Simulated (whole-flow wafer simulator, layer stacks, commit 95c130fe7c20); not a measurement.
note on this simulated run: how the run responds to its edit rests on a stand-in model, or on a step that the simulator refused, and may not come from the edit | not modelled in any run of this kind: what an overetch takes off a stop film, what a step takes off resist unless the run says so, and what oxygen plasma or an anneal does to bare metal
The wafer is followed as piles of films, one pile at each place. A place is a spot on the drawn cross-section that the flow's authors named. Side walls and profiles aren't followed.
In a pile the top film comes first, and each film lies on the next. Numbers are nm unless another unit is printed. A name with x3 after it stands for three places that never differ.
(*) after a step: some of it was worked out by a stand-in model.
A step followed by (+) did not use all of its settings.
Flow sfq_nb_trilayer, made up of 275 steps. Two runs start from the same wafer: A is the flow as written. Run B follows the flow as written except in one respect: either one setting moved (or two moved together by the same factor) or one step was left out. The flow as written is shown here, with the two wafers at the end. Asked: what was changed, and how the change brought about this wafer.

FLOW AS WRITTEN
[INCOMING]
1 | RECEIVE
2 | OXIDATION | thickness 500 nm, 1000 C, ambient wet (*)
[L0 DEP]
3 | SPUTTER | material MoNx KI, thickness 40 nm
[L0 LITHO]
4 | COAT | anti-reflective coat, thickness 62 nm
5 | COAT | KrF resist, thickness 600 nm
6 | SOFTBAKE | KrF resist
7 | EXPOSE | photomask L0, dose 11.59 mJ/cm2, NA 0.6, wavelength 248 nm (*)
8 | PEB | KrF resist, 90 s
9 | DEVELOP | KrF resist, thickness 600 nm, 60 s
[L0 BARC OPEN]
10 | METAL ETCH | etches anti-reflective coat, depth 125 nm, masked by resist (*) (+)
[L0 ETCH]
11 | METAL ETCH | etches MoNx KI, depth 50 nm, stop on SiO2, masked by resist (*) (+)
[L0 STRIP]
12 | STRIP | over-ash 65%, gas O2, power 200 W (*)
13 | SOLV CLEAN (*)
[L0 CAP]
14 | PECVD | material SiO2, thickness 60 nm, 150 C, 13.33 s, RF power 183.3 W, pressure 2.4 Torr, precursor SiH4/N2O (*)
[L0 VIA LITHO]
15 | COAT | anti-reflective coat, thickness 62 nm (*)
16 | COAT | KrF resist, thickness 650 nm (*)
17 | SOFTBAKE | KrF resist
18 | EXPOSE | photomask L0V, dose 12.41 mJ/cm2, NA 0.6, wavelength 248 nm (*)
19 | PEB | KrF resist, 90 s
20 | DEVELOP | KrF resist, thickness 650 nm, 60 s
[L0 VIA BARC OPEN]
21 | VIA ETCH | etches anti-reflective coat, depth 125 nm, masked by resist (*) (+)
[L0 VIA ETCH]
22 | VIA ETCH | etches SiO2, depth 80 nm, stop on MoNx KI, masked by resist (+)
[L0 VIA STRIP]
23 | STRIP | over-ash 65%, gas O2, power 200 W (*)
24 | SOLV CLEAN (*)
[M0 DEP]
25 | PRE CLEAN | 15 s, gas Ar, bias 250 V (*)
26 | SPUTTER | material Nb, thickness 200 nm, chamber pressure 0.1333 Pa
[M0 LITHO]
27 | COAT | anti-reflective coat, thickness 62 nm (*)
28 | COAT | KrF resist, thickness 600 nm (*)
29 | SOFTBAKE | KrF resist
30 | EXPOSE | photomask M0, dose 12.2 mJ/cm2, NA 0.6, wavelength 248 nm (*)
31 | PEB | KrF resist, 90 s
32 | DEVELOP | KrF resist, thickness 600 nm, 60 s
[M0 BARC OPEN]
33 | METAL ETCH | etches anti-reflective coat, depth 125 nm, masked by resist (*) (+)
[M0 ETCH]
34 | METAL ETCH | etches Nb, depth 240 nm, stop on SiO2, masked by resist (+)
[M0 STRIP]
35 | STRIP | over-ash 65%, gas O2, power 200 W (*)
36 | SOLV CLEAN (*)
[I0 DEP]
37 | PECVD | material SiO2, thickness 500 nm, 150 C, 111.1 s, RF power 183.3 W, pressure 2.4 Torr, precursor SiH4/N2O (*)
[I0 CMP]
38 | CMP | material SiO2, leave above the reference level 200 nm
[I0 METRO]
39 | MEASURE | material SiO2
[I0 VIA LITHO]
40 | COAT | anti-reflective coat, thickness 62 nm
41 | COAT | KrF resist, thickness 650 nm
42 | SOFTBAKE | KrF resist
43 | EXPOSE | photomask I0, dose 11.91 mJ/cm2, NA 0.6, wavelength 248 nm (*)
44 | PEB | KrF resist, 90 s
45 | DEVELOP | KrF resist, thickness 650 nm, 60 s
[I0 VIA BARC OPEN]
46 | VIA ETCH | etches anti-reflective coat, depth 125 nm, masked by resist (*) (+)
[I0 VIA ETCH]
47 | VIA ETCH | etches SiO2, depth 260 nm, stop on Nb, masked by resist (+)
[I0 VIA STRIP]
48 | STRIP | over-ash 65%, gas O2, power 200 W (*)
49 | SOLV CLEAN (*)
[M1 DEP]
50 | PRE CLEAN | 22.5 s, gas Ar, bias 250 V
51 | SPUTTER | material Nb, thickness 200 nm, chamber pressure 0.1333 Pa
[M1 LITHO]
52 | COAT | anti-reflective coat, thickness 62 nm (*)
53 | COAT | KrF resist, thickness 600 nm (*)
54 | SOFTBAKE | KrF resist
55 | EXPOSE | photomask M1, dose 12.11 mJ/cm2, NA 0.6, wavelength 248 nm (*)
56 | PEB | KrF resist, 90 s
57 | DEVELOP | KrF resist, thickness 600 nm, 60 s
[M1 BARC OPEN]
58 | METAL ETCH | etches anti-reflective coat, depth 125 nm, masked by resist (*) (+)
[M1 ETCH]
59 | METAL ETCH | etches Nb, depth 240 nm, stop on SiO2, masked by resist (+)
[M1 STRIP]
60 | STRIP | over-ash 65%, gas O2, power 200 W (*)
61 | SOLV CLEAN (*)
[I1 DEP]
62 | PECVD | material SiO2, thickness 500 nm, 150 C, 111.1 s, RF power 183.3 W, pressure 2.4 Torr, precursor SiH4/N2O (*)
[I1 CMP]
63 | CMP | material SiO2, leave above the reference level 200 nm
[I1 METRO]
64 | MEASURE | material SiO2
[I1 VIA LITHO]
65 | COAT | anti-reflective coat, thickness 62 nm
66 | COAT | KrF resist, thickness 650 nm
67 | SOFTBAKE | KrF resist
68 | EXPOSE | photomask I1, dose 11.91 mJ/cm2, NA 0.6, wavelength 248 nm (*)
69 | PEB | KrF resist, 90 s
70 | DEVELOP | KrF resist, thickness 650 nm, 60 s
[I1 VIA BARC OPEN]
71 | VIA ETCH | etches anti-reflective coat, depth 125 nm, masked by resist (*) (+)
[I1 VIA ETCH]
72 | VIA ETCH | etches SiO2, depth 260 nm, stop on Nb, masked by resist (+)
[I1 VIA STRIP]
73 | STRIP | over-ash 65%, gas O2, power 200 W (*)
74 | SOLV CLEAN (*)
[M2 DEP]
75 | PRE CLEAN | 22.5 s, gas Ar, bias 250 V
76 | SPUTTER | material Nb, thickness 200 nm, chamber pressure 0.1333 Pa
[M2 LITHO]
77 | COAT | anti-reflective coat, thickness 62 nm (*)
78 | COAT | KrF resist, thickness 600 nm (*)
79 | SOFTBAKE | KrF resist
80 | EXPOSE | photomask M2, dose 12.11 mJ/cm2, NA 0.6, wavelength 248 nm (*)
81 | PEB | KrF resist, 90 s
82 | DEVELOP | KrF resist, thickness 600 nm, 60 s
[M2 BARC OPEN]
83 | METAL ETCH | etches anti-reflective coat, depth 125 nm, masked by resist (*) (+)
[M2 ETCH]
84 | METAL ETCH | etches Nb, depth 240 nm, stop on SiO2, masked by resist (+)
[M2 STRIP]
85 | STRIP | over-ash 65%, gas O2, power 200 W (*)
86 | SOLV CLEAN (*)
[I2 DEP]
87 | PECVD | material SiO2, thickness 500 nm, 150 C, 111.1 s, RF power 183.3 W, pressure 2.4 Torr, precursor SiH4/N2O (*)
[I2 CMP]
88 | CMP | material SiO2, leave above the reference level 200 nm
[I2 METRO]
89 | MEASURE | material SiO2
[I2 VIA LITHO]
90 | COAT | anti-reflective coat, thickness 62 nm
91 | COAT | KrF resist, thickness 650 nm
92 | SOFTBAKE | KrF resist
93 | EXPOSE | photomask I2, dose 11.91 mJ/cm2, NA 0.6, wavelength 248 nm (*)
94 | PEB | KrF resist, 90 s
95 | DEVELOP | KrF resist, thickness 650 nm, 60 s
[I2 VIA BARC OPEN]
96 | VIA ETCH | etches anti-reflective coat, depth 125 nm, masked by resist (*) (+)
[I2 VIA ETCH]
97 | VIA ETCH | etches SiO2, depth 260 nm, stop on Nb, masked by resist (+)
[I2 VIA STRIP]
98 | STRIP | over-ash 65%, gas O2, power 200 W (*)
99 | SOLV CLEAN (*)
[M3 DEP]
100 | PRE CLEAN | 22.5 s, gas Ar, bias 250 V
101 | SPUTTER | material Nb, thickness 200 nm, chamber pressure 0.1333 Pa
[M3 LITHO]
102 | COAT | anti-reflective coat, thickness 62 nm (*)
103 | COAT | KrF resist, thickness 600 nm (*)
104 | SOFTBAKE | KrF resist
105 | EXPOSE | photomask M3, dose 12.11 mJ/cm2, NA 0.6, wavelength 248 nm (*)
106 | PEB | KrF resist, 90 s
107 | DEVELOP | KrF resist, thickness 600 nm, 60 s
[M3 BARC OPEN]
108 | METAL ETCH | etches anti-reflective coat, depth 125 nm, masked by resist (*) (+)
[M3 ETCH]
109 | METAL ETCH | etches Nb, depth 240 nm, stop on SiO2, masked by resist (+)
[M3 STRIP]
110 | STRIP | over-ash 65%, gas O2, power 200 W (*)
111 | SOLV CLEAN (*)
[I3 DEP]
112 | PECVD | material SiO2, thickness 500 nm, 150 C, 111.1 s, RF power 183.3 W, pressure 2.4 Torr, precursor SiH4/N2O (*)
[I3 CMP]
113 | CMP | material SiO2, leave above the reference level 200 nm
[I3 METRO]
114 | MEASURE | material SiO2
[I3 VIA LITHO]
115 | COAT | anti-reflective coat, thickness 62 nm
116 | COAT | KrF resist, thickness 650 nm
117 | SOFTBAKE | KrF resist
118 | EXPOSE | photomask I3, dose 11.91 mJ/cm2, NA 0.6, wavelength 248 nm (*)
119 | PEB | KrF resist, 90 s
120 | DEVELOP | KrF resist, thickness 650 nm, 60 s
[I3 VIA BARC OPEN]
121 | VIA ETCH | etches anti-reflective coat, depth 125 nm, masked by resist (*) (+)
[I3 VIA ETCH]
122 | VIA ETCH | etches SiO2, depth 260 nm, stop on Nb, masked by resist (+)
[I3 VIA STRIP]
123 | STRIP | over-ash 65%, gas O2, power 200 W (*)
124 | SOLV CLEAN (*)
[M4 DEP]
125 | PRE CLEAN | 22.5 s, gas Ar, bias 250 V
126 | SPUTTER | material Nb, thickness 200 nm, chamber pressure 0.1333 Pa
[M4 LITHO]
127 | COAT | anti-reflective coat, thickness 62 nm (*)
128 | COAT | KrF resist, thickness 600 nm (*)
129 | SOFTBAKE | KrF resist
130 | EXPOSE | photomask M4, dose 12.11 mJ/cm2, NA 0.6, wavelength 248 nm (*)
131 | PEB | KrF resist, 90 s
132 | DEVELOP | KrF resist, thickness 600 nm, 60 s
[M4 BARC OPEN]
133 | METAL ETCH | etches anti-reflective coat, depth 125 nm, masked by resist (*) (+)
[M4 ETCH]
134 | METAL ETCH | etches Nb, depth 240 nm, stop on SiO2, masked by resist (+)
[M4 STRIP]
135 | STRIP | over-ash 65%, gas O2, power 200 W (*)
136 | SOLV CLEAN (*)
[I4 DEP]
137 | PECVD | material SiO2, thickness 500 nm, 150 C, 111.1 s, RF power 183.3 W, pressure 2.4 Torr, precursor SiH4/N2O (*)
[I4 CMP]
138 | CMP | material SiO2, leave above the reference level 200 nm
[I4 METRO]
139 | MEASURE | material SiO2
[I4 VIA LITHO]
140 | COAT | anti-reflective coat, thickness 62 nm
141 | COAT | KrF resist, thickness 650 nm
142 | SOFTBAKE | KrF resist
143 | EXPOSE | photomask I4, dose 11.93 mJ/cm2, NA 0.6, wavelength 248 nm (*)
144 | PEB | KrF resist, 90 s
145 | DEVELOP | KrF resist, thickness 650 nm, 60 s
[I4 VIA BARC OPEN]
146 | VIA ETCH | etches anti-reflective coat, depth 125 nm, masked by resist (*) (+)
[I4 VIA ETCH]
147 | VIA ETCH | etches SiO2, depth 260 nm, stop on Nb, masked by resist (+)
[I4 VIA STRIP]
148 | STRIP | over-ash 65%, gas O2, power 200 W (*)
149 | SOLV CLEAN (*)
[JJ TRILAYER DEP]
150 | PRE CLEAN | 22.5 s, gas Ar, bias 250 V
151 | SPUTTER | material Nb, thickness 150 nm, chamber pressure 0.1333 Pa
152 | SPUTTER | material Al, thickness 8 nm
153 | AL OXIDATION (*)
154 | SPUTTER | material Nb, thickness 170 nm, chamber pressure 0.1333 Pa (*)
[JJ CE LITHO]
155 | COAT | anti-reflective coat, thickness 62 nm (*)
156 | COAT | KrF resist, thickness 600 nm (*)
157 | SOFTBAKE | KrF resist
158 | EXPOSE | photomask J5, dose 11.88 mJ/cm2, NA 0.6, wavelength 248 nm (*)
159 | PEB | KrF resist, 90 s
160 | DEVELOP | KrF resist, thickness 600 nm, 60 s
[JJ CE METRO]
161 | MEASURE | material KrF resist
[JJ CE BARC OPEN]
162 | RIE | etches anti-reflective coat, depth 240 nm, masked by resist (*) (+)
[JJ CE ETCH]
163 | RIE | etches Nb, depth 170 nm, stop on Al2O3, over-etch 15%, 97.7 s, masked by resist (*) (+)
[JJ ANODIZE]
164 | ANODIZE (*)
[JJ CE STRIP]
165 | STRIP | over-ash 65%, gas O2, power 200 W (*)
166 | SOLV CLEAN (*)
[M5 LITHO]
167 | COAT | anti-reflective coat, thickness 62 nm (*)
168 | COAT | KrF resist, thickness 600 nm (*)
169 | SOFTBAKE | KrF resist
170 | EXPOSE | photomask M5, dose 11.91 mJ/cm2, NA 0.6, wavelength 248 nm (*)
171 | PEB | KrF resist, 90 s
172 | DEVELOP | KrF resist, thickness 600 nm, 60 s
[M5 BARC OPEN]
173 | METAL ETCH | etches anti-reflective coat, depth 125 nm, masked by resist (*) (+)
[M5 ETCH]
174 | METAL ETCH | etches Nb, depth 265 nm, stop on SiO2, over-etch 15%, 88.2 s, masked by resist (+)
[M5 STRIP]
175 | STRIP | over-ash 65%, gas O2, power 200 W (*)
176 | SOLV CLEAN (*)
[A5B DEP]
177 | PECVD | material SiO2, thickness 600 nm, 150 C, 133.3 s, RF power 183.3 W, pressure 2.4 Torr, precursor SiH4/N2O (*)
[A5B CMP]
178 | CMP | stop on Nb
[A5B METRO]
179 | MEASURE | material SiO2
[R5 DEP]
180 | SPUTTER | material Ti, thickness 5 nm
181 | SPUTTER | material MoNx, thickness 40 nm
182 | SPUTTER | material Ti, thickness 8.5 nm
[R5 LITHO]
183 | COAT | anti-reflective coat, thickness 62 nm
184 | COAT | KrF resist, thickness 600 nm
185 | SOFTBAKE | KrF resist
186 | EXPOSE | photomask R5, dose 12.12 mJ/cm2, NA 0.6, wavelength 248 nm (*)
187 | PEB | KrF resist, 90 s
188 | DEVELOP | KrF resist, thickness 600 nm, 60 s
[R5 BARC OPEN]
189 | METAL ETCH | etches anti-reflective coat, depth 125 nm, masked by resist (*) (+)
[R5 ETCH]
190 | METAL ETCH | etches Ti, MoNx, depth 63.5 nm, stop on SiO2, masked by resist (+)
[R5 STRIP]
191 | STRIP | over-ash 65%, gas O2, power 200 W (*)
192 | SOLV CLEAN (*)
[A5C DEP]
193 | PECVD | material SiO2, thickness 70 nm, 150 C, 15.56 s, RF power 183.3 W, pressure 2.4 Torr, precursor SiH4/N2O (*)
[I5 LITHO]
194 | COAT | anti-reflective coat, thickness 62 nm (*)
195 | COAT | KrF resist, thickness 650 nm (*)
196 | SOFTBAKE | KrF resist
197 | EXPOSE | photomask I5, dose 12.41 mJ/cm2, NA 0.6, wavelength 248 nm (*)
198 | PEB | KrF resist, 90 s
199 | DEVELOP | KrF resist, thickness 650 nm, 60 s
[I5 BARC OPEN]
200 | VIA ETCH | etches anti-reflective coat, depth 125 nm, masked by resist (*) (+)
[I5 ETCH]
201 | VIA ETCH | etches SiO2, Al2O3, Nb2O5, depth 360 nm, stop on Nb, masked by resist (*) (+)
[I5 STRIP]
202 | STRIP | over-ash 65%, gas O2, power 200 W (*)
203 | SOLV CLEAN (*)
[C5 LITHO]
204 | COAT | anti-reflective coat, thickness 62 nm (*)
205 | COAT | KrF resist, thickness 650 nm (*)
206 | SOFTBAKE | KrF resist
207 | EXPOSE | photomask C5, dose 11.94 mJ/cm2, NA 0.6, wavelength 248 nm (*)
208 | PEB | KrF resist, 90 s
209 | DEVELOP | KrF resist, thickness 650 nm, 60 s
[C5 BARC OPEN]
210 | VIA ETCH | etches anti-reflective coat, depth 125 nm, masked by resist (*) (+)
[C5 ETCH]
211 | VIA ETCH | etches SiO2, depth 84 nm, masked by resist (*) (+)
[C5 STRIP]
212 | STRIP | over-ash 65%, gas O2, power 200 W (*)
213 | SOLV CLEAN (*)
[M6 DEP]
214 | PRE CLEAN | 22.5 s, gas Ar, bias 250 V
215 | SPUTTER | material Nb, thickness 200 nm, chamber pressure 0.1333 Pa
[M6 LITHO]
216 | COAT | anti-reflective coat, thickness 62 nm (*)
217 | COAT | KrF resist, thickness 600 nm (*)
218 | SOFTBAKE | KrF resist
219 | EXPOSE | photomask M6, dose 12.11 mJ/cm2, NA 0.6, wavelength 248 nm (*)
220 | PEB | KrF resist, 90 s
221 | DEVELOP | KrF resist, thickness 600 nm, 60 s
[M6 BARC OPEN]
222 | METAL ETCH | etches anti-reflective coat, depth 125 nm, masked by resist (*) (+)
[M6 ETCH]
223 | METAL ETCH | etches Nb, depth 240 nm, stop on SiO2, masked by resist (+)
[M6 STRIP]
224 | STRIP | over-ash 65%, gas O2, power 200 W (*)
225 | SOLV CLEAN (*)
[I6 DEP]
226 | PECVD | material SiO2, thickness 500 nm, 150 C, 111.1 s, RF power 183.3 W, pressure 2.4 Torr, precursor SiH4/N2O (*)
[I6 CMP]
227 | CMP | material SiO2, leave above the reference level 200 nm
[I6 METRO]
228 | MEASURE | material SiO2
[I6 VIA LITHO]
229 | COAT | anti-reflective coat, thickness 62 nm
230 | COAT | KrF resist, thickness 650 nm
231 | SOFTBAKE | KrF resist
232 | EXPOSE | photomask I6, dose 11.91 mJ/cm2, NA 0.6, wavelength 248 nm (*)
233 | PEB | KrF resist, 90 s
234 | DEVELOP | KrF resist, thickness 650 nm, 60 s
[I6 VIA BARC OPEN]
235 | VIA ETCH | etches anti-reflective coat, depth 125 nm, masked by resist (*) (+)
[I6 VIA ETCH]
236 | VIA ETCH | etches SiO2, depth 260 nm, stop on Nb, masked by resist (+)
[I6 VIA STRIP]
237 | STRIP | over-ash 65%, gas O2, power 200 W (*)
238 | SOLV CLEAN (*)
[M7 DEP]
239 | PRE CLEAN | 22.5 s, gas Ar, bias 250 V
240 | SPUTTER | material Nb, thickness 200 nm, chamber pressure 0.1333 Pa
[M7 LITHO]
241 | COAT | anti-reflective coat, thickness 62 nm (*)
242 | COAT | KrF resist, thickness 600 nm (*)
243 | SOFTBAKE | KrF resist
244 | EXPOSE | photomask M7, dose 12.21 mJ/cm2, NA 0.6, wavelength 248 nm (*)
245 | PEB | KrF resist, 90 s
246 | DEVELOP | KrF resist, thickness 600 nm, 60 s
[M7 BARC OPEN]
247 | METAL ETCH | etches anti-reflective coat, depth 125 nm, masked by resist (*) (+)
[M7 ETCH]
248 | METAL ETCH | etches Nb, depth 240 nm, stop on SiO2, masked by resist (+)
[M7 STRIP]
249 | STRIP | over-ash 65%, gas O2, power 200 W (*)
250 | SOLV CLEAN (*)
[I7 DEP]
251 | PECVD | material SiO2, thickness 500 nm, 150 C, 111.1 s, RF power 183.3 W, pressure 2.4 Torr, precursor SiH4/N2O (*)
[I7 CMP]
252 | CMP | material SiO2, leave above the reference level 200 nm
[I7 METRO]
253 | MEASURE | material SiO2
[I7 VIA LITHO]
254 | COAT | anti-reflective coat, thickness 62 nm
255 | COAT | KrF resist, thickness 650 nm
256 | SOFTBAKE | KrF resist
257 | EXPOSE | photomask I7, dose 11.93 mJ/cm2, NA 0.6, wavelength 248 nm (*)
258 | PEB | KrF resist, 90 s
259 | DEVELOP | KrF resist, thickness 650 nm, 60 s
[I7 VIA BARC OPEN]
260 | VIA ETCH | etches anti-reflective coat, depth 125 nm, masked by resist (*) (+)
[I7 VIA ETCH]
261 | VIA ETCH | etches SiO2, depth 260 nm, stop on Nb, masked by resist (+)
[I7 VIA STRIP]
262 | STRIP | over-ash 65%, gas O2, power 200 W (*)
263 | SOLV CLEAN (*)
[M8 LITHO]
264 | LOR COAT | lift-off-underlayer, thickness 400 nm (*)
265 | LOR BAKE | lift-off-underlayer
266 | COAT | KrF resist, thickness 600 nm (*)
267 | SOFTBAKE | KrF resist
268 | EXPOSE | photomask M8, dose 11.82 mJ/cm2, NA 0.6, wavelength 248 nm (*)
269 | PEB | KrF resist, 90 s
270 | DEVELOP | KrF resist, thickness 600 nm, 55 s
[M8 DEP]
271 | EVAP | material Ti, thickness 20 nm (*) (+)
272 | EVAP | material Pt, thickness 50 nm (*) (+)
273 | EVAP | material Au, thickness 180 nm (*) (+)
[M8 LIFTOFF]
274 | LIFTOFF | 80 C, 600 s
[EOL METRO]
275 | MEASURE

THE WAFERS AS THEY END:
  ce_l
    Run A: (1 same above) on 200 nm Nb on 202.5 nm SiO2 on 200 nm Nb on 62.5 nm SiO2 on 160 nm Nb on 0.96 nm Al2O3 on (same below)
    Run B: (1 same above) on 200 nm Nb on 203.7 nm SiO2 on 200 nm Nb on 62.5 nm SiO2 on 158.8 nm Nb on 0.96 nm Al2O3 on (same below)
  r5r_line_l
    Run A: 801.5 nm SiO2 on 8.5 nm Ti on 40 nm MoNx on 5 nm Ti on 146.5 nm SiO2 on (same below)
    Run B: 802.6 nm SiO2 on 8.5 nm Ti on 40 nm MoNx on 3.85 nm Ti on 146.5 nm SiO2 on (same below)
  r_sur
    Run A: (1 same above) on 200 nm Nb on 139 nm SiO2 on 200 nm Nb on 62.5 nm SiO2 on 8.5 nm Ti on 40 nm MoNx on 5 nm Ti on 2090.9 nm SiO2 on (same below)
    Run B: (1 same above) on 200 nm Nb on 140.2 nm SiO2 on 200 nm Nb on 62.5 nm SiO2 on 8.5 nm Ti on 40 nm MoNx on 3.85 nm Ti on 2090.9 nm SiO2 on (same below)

What caused this: step 180, SPUTTER: thickness 3.85 nm was run, though the flow has thickness 5 nm.
The wafer itself shows it: r5r_line_l has Ti 3.85, and step 180 as written asks for 5 nm.

Step by step, how the change led to this:
  180 | SPUTTER | material Ti, thickness 5 nm
      field_l, v_sur, via_wl and 103 more: A +5 Ti (new film) | B +3.85 Ti (new film)
  190 | METAL ETCH | etches Ti, MoNx, depth 63.5 nm, stop on SiO2, masked by resist (+)
      field_l, v_sur, via_wl and 92 more: A -8.5 Ti (all of it), -40 MoNx (all of it), -5 Ti (all of it) | B -8.5 Ti (all of it), -40 MoNx (all of it), -3.85 Ti (all of it)
      ce_l, c5j, ce_r, wl_jj: A -8.5 Ti (all of it), -40 MoNx (all of it), -5 Ti (all of it), -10 Nb | B -8.5 Ti (all of it), -40 MoNx (all of it), -3.85 Ti (all of it), -11.2 Nb
